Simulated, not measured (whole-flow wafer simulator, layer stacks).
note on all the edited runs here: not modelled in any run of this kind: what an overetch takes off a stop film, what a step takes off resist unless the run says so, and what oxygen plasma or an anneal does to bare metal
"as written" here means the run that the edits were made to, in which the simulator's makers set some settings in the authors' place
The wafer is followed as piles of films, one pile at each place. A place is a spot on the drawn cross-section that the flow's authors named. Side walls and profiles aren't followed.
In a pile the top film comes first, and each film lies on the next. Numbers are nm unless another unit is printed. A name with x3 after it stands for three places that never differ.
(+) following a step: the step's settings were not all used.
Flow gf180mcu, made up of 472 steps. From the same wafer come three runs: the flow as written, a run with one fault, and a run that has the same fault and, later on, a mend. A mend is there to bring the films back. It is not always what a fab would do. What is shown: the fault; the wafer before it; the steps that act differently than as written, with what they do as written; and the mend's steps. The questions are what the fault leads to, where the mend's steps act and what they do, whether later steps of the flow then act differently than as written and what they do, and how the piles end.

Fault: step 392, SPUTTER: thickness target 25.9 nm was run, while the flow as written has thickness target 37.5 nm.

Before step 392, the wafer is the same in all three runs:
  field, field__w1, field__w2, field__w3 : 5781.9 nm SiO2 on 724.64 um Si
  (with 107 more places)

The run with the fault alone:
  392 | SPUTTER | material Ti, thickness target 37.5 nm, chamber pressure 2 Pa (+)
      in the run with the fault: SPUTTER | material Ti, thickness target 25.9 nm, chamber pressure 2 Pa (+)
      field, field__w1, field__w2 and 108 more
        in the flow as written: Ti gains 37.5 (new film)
        in the run with the fault: Ti gains 25.9 (new film)
  Later steps of the flow acting differently than as written (not shown: 1 more step that differs only slightly, by at most 2% or 0.5 nm, whichever is larger):
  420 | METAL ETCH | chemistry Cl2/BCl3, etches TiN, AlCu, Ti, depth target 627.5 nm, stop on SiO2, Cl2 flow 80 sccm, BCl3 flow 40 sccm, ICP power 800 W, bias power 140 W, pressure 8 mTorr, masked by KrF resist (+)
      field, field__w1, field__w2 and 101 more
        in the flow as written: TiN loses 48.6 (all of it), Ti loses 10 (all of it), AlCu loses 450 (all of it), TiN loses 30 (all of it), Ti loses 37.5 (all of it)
        in the run with the fault: TiN loses 48.6 (all of it), Ti loses 10 (all of it), AlCu loses 450 (all of it), TiN loses 30 (all of it), Ti loses 25.9 (all of it)
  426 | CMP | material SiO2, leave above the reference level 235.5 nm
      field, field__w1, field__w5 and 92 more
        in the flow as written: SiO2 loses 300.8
        in the run with the fault: SiO2 loses 312.4
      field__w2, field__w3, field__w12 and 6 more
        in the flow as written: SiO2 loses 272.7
        in the run with the fault: SiO2 loses 284.8
  By the end, the piles at field__w4, field__w8, contact, m1, m1__w1, mim, mim_1p0, m1_nw depart from the flow's by more than 2% or 0.5 nm, whichever is larger.
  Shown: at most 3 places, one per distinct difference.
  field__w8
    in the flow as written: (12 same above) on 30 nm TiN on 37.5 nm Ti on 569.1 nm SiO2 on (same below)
    in the run with the fault: (12 same above) on 30 nm TiN on 25.9 nm Ti on 569.1 nm SiO2 on (same below)
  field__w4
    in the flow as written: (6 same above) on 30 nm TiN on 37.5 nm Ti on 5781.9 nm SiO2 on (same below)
    in the run with the fault: (6 same above) on 30 nm TiN on 25.9 nm Ti on 5781.9 nm SiO2 on (same below)
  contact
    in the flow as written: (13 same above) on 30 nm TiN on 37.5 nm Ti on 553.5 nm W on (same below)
    in the run with the fault: (13 same above) on 30 nm TiN on 25.9 nm Ti on 553.5 nm W on (same below)

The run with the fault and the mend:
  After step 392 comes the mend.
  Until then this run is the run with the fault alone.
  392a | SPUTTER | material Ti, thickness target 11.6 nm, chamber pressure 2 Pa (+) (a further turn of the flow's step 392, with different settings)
      field, field__w1, field__w2 and 108 more
        Ti gains 11.6
  None of the later steps of the flow acts differently than as written at any place that is followed.
  By the end, the piles equal the flow's at every place that both follow.
